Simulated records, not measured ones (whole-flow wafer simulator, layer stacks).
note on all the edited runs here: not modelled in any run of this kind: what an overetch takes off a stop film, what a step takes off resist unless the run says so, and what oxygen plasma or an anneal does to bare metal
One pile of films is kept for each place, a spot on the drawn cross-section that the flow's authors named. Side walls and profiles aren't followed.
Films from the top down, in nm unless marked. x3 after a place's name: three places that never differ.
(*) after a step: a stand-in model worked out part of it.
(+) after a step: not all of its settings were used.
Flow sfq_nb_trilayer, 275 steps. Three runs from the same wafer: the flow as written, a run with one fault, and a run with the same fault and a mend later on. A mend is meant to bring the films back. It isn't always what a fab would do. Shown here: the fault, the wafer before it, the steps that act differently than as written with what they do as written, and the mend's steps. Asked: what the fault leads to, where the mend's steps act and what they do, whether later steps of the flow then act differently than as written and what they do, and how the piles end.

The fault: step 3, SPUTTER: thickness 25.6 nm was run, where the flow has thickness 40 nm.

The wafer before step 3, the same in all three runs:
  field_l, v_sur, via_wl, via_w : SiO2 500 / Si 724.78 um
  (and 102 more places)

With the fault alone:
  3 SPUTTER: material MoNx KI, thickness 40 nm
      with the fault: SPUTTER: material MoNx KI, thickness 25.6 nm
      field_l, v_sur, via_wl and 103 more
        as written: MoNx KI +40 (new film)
        with the fault: MoNx KI +25.6 (new film)
  Later steps of the flow that act differently than as written (9 more steps differ only slightly, by at most 2% or 0.5 nm, whichever is larger, and aren't shown):
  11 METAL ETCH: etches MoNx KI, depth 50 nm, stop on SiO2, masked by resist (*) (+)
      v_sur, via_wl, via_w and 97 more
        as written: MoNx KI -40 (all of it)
        with the fault: MoNx KI -25.6 (all of it)
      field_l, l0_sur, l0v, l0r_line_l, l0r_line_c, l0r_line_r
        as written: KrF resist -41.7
        with the fault: KrF resist -32
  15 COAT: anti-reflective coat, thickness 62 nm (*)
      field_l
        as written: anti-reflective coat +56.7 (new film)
        with the fault: anti-reflective coat +58.4 (new film)
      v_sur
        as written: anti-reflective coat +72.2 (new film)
        with the fault: anti-reflective coat +68.6 (new film)
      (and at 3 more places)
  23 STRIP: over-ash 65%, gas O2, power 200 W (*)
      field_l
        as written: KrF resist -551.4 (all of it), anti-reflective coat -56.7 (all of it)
        with the fault: KrF resist -554.5 (all of it), anti-reflective coat -58.4 (all of it)
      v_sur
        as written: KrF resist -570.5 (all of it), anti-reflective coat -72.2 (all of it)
        with the fault: KrF resist -566.4 (all of it), anti-reflective coat -68.6 (all of it)
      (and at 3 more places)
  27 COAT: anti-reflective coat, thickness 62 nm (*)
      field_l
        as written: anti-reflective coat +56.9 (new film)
        with the fault: anti-reflective coat +58.6 (new film)
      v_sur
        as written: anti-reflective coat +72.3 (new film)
        with the fault: anti-reflective coat +68.6 (new film)
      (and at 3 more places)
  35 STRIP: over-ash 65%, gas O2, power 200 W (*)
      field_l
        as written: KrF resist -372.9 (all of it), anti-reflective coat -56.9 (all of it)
        with the fault: KrF resist -376.3 (all of it), anti-reflective coat -58.6 (all of it)
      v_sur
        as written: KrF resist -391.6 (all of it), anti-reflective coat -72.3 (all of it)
        with the fault: KrF resist -388.2 (all of it), anti-reflective coat -68.6 (all of it)
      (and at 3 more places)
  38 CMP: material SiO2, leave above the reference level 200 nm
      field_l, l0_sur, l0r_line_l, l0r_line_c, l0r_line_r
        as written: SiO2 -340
        with the fault: SiO2 -325.6
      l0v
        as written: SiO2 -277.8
        with the fault: SiO2 -263.4
  At the end the piles differ from the flow's by more than 2% or 0.5 nm, whichever is larger, at field_l, l0_sur, l0v, l0r_line_l, l0r_line_c, l0r_line_r.
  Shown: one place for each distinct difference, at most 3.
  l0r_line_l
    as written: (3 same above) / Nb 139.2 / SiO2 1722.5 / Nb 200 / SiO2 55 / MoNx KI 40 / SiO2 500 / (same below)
    with the fault: (3 same above) / Nb 139.2 / SiO2 1736.9 / Nb 200 / SiO2 55 / MoNx KI 25.6 / SiO2 500 / (same below)
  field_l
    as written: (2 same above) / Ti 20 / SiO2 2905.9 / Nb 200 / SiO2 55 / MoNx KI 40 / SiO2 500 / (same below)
    with the fault: (2 same above) / Ti 20 / SiO2 2920.3 / Nb 200 / SiO2 55 / MoNx KI 25.6 / SiO2 500 / (same below)
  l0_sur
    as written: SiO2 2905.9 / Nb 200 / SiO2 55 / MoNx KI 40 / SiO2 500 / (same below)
    with the fault: SiO2 2920.3 / Nb 200 / SiO2 55 / MoNx KI 25.6 / SiO2 500 / (same below)

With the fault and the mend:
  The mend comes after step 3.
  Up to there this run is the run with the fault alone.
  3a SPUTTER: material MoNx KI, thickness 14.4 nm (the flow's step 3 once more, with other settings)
      field_l, v_sur, via_wl and 103 more
        MoNx KI +14.4
  No later step of the flow acts differently than as written at any place that is followed.
  At the end the piles are the same as the flow's at every place that both follow.
